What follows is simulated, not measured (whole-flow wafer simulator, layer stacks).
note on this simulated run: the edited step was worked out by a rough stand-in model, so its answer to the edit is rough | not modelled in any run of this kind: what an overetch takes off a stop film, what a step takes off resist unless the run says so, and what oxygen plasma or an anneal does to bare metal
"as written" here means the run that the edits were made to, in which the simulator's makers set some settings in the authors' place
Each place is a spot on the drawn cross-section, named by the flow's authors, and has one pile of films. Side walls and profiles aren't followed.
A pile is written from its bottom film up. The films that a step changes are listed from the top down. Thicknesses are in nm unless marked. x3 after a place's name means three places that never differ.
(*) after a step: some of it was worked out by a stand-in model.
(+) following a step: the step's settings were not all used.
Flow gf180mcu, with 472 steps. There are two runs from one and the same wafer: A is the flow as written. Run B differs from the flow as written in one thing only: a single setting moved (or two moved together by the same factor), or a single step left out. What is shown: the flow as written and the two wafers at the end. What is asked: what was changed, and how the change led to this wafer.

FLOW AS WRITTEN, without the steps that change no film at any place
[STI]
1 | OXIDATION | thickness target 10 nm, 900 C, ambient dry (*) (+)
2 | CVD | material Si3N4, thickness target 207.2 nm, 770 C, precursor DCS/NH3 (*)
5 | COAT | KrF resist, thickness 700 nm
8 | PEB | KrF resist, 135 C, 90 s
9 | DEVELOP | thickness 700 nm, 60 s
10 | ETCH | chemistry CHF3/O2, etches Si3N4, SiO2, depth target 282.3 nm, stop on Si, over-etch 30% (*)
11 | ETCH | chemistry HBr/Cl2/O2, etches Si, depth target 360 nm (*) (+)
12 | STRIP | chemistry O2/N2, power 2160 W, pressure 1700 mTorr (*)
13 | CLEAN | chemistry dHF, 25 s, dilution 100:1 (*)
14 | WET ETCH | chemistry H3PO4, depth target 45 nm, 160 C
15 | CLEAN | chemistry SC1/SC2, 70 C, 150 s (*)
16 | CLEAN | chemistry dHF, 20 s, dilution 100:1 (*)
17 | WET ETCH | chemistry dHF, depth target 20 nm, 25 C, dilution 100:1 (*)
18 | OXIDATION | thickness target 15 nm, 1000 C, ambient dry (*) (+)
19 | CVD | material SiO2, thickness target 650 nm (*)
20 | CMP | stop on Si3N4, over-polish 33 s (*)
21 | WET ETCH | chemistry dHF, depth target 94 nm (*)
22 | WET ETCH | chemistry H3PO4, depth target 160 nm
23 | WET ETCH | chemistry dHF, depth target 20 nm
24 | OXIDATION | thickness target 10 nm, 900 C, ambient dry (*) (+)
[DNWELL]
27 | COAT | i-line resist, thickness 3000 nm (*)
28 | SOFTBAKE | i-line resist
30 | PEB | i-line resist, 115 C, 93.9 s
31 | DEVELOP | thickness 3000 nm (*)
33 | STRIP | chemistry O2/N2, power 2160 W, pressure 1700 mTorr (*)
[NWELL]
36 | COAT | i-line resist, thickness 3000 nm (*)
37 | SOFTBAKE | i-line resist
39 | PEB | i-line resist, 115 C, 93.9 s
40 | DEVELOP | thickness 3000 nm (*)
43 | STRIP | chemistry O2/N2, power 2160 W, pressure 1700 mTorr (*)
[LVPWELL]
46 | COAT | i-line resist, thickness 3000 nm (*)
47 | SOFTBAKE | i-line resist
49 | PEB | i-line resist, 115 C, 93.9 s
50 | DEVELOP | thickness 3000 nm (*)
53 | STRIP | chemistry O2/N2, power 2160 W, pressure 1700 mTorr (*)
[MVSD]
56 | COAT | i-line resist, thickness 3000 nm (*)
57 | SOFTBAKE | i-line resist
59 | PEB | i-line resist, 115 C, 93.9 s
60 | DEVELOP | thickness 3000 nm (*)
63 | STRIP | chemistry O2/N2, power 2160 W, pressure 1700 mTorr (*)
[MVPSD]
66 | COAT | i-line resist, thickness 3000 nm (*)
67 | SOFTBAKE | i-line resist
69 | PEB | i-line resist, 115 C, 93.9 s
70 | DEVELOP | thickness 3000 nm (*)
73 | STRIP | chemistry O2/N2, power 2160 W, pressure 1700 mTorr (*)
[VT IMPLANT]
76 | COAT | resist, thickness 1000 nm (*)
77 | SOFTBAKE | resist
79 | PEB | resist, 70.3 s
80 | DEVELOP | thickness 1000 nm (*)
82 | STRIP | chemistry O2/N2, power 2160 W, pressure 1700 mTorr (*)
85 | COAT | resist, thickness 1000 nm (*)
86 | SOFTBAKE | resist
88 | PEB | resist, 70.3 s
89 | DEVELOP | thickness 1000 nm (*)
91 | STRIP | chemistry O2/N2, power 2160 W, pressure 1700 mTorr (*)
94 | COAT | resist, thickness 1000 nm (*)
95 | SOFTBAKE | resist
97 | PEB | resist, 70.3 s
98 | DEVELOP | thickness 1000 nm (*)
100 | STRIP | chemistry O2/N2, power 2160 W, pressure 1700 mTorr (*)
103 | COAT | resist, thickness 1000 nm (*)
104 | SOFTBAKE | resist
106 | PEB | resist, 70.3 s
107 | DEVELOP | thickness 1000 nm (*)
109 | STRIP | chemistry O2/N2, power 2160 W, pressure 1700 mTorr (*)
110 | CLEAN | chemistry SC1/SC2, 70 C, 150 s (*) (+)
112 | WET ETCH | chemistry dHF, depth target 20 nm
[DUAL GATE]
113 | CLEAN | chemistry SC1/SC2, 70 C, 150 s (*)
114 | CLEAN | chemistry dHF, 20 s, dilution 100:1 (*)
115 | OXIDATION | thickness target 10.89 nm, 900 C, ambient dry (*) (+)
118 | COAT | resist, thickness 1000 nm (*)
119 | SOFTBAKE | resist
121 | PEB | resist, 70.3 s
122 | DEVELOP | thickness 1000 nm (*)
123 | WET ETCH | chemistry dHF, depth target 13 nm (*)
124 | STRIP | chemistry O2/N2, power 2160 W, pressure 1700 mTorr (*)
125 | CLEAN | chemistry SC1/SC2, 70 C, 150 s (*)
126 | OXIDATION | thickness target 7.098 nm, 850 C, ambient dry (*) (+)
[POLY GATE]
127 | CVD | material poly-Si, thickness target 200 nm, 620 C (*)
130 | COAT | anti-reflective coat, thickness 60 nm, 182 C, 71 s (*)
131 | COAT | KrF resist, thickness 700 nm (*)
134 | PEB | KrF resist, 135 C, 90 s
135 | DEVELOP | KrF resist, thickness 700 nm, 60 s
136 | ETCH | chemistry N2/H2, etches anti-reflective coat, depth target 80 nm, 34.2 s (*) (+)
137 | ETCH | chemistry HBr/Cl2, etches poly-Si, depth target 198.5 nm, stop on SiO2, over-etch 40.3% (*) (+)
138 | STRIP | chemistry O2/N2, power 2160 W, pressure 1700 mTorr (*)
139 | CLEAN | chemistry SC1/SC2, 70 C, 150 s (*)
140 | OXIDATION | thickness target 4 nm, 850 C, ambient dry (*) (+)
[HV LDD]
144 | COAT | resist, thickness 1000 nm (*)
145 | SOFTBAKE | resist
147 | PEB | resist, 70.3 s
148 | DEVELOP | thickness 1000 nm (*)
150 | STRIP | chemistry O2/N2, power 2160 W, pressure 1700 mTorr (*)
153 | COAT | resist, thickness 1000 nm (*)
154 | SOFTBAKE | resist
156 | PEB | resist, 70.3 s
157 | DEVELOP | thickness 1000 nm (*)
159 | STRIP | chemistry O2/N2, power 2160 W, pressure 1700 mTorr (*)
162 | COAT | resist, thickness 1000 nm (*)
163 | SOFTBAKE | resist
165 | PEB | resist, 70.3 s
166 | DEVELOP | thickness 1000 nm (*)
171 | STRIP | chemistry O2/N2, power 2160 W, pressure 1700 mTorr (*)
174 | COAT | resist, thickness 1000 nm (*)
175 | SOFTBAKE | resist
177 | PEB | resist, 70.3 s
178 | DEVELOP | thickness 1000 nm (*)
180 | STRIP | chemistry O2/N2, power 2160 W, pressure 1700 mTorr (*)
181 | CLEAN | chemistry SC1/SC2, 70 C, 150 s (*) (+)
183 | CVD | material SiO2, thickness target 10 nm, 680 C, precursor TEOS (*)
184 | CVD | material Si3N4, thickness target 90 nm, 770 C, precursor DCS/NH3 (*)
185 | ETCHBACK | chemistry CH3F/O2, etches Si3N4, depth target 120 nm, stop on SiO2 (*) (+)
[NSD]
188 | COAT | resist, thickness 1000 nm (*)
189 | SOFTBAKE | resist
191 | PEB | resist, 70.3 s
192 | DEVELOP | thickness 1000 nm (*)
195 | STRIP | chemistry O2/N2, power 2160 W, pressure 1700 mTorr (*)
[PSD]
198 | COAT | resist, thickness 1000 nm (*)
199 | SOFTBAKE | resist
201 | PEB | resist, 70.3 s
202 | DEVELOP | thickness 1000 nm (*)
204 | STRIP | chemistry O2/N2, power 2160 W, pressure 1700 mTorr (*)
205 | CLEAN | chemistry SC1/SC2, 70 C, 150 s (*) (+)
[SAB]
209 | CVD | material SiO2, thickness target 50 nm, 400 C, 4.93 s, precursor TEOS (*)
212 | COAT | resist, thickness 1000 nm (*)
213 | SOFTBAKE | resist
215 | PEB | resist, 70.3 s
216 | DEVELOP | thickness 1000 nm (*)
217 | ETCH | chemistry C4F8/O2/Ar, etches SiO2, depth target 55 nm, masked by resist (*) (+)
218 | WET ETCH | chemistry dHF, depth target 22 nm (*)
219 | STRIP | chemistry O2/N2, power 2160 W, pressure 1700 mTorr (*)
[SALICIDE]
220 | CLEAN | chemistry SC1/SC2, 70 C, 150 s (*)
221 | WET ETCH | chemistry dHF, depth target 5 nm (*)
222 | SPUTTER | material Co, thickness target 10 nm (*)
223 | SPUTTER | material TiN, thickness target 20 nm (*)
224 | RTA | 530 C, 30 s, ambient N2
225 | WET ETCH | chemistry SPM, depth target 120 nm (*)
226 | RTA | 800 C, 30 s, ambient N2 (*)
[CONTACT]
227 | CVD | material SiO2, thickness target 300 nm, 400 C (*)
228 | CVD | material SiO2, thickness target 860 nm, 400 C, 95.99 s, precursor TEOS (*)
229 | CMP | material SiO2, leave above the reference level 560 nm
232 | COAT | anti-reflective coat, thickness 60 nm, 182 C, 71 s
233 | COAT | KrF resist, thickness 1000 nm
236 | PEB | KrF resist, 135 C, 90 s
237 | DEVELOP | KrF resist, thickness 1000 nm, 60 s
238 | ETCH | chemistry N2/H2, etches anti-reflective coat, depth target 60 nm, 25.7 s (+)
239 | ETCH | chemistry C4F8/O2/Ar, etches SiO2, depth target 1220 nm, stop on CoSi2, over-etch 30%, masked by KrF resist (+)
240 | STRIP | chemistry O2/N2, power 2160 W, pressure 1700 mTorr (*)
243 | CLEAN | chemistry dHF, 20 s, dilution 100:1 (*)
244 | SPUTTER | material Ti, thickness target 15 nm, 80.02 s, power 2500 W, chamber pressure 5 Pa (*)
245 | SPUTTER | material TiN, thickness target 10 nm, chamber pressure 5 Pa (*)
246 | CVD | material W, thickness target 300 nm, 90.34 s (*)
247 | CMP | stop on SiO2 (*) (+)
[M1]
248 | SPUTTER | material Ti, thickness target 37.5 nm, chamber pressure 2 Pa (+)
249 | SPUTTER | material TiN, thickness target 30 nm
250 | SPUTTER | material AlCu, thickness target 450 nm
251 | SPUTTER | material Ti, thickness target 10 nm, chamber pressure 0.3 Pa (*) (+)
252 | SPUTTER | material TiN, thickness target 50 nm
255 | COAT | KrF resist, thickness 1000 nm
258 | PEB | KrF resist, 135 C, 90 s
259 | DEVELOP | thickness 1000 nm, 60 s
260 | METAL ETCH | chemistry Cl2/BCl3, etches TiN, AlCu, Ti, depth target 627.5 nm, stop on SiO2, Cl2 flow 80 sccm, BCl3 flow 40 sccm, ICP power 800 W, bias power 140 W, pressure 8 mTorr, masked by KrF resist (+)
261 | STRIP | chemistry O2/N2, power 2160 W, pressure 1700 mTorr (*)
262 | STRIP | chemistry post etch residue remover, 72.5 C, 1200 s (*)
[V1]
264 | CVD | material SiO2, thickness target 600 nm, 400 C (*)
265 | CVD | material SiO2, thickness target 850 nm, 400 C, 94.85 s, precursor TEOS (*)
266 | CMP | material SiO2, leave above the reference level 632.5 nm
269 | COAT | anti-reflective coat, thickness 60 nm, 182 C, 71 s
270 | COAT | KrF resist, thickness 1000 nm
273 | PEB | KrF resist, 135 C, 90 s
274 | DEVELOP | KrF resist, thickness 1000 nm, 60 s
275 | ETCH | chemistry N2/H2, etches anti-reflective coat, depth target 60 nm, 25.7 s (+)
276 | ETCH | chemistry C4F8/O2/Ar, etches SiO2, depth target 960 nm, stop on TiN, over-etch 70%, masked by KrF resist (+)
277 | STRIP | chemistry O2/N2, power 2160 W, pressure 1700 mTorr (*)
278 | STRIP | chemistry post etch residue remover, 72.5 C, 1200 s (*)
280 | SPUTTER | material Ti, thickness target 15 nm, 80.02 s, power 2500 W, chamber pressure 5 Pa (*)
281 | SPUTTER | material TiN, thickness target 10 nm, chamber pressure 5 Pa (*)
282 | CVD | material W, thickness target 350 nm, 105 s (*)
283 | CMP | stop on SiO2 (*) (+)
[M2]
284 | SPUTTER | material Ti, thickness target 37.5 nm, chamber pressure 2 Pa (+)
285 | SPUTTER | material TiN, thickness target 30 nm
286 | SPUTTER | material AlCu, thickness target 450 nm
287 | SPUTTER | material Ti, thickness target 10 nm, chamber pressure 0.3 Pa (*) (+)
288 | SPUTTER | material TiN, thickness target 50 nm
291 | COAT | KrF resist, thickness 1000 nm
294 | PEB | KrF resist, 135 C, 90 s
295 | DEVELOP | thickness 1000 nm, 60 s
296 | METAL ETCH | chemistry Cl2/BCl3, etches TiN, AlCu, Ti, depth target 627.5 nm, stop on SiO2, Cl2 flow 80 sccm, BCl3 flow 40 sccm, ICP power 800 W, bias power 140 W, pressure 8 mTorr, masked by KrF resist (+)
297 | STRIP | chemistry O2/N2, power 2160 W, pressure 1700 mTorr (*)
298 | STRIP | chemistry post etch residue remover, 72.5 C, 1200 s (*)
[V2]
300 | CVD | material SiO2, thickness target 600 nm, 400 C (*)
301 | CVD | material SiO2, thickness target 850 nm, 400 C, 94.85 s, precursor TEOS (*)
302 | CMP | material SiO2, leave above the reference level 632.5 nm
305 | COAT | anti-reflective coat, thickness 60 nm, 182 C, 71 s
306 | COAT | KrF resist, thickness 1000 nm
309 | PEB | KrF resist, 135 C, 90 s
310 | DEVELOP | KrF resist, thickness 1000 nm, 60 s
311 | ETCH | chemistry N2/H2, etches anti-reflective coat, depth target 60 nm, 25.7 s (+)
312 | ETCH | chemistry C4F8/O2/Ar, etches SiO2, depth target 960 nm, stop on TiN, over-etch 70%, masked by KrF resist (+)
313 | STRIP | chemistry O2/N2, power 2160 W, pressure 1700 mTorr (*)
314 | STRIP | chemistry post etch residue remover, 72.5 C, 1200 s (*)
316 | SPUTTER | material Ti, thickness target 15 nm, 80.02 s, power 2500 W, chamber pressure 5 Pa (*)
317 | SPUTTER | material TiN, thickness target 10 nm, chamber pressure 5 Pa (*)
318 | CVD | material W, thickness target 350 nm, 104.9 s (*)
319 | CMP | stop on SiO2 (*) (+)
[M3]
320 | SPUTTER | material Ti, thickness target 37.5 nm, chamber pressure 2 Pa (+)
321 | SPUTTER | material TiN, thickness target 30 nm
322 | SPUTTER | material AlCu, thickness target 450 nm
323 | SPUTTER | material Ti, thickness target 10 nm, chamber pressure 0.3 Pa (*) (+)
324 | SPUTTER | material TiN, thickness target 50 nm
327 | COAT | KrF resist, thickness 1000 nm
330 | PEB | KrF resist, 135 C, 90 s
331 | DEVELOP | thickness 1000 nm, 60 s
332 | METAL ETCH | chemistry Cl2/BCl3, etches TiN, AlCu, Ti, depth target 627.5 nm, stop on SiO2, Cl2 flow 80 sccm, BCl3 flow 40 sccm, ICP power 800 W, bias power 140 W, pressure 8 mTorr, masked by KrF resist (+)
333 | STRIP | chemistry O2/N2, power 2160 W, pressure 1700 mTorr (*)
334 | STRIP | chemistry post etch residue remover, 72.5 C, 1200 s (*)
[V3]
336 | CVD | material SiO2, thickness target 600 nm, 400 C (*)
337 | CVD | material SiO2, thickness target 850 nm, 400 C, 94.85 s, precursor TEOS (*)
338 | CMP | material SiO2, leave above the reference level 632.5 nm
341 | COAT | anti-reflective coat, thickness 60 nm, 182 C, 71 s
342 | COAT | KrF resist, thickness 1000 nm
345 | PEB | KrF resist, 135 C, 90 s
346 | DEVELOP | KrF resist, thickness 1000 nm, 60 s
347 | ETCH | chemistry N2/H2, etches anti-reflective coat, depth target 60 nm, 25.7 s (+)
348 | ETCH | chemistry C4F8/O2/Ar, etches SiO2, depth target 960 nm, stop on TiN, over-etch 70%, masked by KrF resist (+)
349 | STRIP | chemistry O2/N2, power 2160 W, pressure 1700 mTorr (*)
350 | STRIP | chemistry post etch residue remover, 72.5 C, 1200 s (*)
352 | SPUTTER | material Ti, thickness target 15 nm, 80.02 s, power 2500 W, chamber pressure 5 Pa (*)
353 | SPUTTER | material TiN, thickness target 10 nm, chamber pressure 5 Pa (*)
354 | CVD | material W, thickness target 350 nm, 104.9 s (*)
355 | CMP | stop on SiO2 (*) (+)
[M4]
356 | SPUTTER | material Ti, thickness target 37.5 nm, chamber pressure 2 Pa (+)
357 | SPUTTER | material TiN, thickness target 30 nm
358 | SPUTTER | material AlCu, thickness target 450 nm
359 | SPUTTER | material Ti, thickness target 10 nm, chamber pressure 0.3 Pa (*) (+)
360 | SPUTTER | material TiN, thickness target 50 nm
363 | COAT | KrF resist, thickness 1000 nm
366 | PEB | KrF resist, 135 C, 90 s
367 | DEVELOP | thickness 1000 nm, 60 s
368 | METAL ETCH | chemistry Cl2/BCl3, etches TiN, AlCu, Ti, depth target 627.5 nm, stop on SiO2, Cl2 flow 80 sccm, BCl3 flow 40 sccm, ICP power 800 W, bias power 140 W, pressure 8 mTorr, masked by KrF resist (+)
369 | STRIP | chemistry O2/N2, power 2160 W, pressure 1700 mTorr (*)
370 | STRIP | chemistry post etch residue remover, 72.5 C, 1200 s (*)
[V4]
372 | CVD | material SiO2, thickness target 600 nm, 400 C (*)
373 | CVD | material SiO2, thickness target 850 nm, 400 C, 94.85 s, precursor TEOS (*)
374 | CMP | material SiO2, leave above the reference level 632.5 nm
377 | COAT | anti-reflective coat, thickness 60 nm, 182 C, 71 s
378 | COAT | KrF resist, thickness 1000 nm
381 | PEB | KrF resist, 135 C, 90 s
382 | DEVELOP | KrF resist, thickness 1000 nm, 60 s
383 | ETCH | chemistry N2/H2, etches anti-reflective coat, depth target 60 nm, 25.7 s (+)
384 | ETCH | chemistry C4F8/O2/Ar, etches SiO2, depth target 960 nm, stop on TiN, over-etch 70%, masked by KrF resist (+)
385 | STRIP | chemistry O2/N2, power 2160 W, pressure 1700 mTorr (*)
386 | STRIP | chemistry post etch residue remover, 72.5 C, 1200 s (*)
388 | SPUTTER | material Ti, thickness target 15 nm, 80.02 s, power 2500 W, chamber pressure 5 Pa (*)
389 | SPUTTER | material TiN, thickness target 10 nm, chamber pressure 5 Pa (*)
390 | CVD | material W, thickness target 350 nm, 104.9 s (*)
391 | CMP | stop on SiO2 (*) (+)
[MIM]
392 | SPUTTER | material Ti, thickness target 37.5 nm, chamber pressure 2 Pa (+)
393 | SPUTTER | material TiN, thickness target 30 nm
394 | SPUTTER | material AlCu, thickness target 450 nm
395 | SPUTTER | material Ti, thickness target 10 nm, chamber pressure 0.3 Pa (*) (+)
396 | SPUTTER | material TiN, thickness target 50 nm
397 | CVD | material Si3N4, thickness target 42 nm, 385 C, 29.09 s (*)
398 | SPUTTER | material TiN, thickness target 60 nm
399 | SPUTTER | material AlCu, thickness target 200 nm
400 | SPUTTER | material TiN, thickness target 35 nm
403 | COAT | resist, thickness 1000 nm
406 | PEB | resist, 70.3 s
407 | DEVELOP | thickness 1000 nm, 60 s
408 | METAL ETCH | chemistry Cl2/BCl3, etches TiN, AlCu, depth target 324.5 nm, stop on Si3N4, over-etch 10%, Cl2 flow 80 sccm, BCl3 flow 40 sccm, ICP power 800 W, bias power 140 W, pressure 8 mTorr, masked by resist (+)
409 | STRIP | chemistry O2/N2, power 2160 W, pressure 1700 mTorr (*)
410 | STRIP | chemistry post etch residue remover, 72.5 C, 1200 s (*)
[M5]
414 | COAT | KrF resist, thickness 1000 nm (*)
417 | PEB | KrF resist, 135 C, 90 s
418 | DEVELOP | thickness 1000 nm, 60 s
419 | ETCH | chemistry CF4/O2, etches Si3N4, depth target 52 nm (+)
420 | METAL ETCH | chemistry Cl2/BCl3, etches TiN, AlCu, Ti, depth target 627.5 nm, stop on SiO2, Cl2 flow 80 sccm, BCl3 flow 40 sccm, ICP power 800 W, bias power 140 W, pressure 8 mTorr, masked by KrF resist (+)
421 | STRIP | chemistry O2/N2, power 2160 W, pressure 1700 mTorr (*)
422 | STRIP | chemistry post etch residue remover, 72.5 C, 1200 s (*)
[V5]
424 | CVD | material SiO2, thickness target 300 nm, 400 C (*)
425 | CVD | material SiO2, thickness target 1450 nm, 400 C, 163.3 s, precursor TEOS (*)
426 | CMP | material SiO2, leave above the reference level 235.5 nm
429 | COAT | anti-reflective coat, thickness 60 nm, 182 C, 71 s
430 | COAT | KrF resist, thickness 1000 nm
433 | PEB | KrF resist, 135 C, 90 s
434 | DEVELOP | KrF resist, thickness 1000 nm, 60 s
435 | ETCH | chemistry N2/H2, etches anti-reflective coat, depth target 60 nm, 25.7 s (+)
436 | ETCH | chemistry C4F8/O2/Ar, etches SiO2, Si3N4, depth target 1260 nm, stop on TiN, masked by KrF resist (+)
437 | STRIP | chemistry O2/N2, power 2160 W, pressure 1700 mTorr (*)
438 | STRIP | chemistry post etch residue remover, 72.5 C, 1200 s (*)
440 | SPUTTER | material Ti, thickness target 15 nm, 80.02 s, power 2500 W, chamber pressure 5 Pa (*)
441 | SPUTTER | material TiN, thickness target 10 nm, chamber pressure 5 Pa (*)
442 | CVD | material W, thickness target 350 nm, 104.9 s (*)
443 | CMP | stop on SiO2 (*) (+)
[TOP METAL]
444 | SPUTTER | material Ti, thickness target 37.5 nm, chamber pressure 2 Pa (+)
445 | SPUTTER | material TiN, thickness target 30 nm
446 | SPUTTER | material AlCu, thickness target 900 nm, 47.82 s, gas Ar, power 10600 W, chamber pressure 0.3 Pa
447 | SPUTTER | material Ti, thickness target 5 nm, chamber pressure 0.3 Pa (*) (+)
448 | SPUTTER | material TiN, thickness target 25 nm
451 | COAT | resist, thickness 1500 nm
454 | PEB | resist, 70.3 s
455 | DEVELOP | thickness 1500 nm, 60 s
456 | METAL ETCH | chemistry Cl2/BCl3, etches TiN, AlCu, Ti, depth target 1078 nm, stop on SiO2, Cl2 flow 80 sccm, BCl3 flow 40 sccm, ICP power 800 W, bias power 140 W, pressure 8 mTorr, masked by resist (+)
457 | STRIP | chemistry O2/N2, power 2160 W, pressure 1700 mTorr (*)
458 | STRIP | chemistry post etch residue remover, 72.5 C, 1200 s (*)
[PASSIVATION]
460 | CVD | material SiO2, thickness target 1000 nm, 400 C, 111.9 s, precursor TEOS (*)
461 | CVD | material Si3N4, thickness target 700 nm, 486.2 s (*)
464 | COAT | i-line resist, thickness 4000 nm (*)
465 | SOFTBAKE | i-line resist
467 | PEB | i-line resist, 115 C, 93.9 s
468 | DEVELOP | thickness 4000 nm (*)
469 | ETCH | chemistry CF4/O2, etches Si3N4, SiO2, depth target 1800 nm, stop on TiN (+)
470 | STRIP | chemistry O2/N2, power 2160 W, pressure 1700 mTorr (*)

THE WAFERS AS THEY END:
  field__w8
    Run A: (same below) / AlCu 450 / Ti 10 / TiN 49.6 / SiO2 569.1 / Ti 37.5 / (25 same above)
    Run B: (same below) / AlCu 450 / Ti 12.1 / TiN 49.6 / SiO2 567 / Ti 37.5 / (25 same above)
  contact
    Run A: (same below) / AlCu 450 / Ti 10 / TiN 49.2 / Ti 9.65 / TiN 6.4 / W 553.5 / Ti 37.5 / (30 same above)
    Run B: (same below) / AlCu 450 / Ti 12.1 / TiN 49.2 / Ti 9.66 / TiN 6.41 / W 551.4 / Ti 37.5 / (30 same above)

The reason: step 287, SPUTTER: thickness target 12.1 nm was run, while the flow as written has thickness target 10 nm.
The wafer itself shows it: field__w8 has Ti 12.1, and step 287 as written asks for 10 nm.

The path from the change to this, step by step:
  287 | SPUTTER | material Ti, thickness target 10 nm, chamber pressure 0.3 Pa (*) (+)
      field, field__w1, field__w2 and 108 more: A +10 Ti (new film) | B +12.1 Ti (new film)
  296 | METAL ETCH | chemistry Cl2/BCl3, etches TiN, AlCu, Ti, depth target 627.5 nm, stop on SiO2, Cl2 flow 80 sccm, BCl3 flow 40 sccm, ICP power 800 W, bias power 140 W, pressure 8 mTorr, masked by KrF resist (+)
      field, field__w1, field__w2 and 103 more: A -50 TiN (all of it), -10 Ti (all of it), -450 AlCu (all of it), -30 TiN (all of it), -37.5 Ti (all of it) | B -50 TiN (all of it), -12.1 Ti (all of it), -450 AlCu (all of it), -30 TiN (all of it), -37.5 Ti (all of it)
